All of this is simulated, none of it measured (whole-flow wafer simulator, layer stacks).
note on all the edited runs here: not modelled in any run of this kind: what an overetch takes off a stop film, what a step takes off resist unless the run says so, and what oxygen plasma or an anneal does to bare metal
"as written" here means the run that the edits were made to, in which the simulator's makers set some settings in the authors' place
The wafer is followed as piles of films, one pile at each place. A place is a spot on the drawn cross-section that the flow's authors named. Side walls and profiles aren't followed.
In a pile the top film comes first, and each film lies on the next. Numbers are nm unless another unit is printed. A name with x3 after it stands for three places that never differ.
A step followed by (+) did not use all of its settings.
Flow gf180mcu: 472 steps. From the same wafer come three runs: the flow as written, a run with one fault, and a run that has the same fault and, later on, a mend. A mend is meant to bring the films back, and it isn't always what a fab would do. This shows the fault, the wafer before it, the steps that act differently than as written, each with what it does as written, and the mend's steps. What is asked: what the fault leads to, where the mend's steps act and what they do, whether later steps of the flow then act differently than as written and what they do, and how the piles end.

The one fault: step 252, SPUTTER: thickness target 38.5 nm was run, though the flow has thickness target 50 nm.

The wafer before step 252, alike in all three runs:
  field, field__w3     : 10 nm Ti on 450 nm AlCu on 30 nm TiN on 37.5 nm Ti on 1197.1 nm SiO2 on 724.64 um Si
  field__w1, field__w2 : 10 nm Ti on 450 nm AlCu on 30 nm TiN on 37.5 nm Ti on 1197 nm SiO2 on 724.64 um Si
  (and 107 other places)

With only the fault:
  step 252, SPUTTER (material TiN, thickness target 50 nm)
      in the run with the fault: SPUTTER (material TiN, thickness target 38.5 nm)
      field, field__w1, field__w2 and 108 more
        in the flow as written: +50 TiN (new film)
        in the run with the fault: +38.5 TiN (new film)
  Steps further on in the flow that do not act as written (5 more steps, not shown, differ only slightly: by at most 2% or 0.5 nm, whichever is larger):
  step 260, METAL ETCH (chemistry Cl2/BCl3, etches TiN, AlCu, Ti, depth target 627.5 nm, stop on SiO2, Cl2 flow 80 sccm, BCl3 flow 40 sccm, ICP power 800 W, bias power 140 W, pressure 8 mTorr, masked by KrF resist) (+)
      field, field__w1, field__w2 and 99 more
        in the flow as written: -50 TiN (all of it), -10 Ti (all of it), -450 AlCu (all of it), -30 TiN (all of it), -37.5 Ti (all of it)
        in the run with the fault: -38.5 TiN (all of it), -10 Ti (all of it), -450 AlCu (all of it), -30 TiN (all of it), -37.5 Ti (all of it)
  By the end, the piles at field__w8, contact, m1 and 6 more depart from the flow's by more than 2% or 0.5 nm, whichever is larger.
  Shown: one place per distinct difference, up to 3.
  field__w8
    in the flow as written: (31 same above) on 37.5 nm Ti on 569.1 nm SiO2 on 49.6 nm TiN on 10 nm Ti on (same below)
    in the run with the fault: (31 same above) on 37.5 nm Ti on 580.6 nm SiO2 on 38.1 nm TiN on 10 nm Ti on (same below)
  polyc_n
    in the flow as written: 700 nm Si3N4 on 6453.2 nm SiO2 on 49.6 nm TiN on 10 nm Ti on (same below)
    in the run with the fault: 700 nm Si3N4 on 6464.7 nm SiO2 on 38.1 nm TiN on 10 nm Ti on (same below)
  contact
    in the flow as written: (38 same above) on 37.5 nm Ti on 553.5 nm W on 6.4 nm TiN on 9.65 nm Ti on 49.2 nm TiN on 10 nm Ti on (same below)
    in the run with the fault: (38 same above) on 37.5 nm Ti on 565.1 nm W on 6.36 nm TiN on 9.59 nm Ti on 37.7 nm TiN on 10 nm Ti on (same below)

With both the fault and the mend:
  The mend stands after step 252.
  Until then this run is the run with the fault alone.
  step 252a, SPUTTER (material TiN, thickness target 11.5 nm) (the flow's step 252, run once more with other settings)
      field, field__w1, field__w2 and 108 more
        +11.5 TiN
  Later steps of the flow that are run all act as written at every place that is followed.
  By the end, the piles equal the flow's at every place that both follow.
